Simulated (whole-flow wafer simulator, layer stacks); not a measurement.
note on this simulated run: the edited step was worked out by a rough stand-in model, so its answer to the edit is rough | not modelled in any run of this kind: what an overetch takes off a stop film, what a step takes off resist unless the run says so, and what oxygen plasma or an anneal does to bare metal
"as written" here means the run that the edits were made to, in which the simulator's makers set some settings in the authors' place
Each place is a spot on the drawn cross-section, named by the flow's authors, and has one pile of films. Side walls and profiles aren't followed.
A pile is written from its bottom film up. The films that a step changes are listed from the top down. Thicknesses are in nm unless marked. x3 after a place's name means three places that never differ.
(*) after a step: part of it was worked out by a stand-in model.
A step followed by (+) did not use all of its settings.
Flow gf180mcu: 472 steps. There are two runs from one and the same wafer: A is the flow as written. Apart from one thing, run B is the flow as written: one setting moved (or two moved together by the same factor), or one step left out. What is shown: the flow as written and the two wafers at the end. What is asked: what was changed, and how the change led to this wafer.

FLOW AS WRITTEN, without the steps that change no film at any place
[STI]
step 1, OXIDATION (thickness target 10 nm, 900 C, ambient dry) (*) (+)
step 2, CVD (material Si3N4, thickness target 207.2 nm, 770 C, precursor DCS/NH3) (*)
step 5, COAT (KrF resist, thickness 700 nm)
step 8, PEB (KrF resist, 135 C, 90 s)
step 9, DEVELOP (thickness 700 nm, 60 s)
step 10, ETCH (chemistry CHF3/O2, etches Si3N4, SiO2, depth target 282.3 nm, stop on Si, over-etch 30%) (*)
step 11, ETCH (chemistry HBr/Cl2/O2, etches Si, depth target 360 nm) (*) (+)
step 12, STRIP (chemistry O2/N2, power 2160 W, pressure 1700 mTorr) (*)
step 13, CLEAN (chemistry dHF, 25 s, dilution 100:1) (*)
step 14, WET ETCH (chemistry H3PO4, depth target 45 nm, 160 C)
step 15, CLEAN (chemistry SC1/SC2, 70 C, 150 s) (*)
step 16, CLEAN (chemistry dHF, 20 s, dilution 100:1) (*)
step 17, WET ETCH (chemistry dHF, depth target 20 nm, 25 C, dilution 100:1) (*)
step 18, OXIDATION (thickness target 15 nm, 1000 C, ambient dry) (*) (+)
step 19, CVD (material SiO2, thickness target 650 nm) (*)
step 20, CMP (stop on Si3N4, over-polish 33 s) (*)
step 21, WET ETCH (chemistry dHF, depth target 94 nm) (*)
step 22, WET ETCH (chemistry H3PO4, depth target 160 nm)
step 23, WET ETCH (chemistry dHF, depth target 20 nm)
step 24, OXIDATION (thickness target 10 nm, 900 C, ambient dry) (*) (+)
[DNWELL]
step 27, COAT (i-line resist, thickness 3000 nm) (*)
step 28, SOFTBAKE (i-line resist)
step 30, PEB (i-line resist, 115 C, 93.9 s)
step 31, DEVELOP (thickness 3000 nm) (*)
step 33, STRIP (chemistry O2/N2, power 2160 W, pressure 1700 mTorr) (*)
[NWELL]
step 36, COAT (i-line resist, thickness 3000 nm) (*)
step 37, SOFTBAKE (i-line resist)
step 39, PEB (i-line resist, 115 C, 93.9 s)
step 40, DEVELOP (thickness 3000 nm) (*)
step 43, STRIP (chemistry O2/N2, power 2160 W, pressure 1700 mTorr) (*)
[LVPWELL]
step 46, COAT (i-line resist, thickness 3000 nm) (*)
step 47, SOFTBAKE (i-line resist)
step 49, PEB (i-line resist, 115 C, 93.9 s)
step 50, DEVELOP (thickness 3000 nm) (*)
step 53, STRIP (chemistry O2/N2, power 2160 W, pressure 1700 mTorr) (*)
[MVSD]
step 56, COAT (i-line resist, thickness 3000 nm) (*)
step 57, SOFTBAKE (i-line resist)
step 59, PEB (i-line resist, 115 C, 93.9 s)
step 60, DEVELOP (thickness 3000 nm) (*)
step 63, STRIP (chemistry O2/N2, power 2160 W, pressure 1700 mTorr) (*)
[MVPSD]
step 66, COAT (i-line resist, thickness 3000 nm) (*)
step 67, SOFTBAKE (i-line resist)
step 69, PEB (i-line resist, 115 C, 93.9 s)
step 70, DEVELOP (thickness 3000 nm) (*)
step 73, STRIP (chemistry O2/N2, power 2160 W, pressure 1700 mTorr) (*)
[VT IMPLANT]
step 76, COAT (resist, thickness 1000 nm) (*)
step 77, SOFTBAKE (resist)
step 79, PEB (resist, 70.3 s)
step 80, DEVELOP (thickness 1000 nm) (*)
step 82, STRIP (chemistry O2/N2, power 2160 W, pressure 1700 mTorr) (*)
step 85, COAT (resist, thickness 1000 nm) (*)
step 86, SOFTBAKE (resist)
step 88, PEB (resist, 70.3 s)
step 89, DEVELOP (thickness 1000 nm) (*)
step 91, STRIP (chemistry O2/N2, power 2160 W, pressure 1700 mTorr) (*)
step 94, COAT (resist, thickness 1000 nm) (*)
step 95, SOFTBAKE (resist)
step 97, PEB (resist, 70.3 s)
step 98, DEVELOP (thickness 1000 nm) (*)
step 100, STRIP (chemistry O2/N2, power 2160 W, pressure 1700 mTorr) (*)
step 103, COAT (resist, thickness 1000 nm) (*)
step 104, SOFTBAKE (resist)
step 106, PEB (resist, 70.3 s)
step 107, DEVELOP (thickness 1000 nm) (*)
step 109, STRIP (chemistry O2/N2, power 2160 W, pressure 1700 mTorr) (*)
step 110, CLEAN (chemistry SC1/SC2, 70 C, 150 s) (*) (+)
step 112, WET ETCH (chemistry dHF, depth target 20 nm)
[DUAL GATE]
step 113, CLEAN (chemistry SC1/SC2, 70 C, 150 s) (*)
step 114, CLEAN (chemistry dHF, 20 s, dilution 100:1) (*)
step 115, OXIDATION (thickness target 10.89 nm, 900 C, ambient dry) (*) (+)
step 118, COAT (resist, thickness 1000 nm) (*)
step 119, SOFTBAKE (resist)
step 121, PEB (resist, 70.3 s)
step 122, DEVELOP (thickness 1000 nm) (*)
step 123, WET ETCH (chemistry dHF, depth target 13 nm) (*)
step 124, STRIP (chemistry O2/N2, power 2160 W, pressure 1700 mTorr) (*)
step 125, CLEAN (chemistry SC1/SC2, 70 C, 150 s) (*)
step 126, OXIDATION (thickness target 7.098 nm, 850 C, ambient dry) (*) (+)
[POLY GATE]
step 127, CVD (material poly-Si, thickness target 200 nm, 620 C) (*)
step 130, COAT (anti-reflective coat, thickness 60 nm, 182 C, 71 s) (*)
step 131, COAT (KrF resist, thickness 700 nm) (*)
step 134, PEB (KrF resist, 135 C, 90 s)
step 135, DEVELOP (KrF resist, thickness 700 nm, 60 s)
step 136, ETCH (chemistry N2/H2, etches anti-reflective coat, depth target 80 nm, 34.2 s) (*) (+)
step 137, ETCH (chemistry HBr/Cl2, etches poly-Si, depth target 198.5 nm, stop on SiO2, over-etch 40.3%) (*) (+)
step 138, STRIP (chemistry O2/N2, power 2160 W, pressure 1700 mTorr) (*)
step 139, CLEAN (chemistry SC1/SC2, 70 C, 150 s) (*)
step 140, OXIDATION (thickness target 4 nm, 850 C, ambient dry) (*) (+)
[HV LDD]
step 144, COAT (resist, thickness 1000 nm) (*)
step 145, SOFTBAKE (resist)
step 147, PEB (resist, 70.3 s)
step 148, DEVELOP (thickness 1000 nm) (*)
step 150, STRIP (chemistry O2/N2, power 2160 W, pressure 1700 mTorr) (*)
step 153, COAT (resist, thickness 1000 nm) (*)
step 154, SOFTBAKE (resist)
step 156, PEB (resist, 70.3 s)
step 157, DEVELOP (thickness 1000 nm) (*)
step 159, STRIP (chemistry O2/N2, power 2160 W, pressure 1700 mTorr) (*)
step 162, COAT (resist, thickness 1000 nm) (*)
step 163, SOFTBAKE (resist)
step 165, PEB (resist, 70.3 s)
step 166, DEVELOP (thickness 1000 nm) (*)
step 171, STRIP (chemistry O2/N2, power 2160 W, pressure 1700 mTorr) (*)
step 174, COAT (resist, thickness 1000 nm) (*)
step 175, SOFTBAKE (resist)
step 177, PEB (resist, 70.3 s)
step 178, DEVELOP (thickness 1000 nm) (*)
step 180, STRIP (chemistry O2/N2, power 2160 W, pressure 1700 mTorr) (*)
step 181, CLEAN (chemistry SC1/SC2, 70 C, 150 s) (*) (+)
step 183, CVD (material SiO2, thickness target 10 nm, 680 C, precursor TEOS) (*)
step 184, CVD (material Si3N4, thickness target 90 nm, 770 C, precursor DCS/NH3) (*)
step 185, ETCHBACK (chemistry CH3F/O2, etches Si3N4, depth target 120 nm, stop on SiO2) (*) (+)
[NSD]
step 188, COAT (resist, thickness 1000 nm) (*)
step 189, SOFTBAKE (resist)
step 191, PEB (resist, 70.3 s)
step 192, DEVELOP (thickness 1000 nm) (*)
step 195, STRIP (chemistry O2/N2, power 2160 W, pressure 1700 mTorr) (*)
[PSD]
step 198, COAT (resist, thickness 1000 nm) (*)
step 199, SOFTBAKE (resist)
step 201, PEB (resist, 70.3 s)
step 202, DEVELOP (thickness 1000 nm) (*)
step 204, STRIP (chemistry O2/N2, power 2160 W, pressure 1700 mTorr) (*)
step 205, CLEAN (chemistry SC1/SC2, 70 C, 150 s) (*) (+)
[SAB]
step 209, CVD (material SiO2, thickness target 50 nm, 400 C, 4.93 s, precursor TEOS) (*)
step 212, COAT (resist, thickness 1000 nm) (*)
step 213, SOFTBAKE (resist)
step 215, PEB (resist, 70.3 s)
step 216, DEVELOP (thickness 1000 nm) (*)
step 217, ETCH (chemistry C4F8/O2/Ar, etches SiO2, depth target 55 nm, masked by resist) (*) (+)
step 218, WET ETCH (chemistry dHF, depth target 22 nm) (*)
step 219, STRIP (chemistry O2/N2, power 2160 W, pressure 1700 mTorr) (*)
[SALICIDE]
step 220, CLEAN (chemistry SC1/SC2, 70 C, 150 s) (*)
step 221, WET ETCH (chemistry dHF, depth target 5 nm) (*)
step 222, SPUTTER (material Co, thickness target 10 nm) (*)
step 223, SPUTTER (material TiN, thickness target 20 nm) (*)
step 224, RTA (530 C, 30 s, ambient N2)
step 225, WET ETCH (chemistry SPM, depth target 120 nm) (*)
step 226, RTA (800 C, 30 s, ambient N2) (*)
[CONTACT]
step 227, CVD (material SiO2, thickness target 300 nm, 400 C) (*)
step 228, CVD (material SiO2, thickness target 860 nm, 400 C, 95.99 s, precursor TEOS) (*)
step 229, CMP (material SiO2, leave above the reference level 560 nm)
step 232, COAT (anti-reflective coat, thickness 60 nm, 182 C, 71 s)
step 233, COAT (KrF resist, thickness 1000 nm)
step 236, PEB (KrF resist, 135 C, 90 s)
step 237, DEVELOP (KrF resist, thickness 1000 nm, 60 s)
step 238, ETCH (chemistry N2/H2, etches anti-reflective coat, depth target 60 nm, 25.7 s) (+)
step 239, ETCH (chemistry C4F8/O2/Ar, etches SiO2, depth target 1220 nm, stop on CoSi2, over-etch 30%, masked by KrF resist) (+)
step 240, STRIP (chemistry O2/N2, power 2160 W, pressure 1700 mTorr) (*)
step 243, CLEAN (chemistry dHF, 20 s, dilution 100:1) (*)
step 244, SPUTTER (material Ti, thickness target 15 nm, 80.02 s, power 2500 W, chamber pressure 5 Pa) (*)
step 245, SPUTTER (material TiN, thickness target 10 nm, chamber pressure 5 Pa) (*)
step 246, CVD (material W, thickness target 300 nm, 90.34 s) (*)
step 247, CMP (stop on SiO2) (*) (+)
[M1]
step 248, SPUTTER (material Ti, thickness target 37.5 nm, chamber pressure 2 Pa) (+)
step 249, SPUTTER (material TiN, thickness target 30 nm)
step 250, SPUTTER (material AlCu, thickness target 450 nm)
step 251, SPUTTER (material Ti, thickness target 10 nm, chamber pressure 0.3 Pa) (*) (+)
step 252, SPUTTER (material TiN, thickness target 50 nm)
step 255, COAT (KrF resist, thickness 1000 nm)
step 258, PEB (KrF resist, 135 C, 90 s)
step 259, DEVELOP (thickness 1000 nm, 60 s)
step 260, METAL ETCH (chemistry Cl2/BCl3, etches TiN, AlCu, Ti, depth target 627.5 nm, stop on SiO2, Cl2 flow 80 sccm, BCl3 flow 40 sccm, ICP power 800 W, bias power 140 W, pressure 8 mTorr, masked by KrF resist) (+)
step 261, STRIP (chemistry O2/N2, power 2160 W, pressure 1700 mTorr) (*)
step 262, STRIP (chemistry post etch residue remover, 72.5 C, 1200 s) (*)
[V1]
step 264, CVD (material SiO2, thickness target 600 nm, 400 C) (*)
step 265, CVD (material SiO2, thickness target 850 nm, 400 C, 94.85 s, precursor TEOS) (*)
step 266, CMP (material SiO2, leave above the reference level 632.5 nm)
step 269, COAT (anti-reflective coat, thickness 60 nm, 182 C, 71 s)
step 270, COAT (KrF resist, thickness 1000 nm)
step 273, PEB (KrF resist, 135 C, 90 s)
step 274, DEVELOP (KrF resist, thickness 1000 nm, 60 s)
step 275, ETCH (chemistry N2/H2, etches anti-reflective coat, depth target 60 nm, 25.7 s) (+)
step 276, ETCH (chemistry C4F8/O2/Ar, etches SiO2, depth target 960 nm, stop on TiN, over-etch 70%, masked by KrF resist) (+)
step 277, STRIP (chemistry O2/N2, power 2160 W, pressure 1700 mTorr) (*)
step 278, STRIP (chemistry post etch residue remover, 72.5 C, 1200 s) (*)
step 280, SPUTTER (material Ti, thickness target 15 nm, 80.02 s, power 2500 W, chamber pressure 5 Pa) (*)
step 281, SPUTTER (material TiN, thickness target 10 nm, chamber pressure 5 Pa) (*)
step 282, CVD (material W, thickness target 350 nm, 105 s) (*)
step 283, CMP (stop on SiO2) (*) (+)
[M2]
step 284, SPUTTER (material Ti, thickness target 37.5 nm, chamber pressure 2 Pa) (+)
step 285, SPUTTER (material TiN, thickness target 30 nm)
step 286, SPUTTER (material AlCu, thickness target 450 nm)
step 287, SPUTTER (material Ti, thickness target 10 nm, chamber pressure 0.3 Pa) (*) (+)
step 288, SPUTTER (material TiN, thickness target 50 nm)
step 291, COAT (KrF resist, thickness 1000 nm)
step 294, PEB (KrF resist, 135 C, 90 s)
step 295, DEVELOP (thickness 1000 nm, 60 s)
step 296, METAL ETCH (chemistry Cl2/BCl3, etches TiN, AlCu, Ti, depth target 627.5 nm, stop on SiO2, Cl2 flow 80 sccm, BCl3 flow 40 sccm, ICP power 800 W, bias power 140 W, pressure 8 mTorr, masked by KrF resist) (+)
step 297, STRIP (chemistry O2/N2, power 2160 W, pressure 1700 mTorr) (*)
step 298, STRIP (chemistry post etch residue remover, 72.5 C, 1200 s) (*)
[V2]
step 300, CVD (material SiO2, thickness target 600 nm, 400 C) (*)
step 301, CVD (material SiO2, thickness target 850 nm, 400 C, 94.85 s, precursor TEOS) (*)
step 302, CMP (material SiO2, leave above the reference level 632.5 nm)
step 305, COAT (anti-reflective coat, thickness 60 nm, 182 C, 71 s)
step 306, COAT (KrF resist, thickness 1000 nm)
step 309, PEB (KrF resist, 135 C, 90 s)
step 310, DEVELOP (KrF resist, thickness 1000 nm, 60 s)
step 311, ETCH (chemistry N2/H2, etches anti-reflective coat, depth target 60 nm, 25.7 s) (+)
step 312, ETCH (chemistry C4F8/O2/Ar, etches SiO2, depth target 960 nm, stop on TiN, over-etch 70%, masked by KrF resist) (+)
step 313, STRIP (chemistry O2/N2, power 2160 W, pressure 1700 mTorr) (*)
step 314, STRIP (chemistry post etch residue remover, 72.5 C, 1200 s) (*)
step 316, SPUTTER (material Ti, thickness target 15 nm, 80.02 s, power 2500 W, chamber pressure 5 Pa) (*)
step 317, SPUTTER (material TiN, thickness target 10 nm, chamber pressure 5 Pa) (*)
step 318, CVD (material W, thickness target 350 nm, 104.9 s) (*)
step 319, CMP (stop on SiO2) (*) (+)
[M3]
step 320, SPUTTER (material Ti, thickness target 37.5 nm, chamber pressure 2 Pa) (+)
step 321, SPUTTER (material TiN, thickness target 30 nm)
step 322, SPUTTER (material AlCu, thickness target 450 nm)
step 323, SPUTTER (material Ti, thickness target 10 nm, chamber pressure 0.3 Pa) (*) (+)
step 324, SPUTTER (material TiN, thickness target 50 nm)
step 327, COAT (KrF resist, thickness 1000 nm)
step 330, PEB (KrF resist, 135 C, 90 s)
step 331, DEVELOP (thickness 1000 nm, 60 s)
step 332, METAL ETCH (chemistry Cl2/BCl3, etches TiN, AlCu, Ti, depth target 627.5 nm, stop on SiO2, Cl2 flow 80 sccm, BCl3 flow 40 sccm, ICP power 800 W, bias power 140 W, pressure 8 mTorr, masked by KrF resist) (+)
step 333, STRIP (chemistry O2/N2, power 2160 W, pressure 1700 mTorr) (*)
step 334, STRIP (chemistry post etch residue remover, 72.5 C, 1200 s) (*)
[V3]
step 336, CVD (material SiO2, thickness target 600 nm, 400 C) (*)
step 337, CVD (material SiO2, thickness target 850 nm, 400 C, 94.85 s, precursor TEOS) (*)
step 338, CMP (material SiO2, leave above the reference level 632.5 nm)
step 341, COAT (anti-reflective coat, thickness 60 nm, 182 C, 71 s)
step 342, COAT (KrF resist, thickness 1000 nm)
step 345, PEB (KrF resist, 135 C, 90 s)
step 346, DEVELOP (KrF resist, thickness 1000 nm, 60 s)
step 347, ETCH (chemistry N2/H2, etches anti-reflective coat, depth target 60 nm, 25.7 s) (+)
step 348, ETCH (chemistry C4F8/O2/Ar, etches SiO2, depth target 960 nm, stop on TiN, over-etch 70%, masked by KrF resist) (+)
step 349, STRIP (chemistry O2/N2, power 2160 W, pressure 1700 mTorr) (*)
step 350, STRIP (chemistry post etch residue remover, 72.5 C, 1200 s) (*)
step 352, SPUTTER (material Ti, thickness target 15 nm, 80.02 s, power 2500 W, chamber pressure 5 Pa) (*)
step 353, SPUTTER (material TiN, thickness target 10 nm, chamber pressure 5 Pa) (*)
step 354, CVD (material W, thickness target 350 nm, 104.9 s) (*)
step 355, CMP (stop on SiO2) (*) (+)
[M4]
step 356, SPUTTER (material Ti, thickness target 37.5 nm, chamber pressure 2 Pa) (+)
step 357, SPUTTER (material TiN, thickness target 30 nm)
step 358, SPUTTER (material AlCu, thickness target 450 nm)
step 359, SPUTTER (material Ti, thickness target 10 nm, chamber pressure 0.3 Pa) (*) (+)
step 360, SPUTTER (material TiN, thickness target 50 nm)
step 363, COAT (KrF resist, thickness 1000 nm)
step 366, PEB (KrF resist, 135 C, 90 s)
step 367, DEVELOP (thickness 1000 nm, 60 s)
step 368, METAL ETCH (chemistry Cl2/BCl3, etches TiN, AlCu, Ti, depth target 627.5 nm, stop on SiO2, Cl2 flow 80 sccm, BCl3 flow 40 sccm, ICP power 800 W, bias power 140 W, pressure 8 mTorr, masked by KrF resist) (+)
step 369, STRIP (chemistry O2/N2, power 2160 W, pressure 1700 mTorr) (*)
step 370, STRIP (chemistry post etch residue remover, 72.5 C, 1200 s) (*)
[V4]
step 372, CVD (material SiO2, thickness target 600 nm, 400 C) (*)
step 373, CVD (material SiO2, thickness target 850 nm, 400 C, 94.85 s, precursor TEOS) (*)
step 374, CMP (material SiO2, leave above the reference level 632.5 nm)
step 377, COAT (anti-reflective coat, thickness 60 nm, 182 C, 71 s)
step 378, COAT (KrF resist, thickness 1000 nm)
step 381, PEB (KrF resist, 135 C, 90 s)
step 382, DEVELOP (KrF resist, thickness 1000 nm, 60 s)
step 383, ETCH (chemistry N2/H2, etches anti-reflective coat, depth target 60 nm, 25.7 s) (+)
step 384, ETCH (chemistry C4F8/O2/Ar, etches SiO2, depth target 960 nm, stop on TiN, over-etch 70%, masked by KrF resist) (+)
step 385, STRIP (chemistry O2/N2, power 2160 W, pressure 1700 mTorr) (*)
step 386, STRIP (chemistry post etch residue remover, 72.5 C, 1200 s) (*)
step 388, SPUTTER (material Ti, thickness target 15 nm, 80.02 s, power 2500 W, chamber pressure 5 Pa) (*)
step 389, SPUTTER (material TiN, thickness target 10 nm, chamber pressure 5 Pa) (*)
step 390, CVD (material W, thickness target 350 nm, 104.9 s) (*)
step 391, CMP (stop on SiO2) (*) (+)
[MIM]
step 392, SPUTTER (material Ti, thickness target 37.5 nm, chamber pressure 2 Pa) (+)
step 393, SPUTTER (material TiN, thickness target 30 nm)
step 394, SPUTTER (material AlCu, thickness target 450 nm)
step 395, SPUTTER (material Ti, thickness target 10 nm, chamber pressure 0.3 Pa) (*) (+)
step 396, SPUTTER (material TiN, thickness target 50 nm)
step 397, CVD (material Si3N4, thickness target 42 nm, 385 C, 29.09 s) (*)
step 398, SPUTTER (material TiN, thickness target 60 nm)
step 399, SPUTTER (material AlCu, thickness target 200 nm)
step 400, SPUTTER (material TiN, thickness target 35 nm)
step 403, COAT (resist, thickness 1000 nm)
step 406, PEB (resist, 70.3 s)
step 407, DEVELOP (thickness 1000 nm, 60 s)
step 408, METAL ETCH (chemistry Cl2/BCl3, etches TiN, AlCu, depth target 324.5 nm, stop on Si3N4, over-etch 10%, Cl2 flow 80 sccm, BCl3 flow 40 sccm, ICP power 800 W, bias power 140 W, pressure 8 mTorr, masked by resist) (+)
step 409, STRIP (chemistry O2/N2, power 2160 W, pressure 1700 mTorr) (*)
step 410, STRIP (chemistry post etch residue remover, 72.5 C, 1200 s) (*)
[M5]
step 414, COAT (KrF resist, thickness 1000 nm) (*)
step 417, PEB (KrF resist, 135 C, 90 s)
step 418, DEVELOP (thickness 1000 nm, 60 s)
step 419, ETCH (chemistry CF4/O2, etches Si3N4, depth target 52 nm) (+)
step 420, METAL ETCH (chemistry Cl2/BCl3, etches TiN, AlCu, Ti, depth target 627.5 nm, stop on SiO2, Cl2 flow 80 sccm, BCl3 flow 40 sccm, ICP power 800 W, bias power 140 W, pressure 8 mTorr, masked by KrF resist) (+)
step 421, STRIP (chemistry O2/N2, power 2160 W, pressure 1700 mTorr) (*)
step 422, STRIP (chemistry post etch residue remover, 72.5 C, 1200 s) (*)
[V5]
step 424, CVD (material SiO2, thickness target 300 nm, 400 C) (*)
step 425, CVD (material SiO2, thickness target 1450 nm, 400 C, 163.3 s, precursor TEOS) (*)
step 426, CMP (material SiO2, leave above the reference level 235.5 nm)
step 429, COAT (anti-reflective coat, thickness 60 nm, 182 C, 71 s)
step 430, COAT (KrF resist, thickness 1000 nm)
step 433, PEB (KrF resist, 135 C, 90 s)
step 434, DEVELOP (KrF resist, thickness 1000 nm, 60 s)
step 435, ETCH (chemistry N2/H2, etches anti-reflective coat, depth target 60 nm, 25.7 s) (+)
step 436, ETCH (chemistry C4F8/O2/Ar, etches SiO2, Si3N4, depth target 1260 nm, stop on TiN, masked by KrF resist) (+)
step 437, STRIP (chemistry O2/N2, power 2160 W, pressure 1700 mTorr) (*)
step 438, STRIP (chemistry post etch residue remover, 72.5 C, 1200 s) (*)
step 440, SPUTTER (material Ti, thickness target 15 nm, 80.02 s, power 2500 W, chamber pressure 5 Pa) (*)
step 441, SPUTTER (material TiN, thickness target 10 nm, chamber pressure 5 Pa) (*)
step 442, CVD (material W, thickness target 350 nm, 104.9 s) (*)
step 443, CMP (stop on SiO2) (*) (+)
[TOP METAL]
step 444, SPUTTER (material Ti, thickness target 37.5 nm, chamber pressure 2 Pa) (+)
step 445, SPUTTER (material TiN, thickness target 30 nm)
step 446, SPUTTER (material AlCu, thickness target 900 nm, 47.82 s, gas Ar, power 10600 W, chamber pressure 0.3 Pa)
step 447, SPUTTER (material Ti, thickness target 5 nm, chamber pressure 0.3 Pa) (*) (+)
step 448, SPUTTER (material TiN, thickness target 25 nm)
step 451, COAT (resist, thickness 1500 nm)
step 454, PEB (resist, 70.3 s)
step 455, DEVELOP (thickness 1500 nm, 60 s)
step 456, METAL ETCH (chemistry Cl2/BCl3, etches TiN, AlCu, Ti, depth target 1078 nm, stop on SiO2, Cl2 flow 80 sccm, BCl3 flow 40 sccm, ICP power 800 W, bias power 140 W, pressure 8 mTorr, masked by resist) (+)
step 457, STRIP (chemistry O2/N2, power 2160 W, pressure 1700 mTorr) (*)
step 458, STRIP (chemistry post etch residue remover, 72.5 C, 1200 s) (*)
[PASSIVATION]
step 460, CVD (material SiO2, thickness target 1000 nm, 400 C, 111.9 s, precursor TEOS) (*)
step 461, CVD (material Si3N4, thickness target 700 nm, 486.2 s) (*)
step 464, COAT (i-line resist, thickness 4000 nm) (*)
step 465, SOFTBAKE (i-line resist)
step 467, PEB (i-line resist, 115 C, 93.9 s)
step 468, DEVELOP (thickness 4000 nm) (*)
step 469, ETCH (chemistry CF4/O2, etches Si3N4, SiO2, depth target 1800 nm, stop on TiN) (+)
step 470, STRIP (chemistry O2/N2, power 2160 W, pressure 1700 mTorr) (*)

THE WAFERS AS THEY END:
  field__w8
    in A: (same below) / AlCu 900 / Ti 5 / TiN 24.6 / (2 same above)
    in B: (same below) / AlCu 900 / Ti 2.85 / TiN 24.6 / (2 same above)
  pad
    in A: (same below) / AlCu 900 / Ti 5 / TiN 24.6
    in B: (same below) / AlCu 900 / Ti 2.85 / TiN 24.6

Cause: step 447, SPUTTER: thickness target 2.85 nm was run, while the flow as written has thickness target 5 nm.
The wafer lets one read it off: field__w8 has Ti 2.85, and step 447 as written asks for 5 nm.

How this came from the change, step by step:
  step 447, SPUTTER (material Ti, thickness target 5 nm, chamber pressure 0.3 Pa) (*) (+)
      field, field__w1, field__w2 and 109 more: A +5 Ti (new film) | B +2.85 Ti (new film)
  step 456, METAL ETCH (chemistry Cl2/BCl3, etches TiN, AlCu, Ti, depth target 1078 nm, stop on SiO2, Cl2 flow 80 sccm, BCl3 flow 40 sccm, ICP power 800 W, bias power 140 W, pressure 8 mTorr, masked by resist) (+)
      field, field__w1, field__w2 and 103 more: A -25 TiN (all of it), -5 Ti (all of it), -900 AlCu (all of it), -30 TiN (all of it), -37.5 Ti (all of it) | B -25 TiN (all of it), -2.85 Ti (all of it), -900 AlCu (all of it), -30 TiN (all of it), -37.5 Ti (all of it)
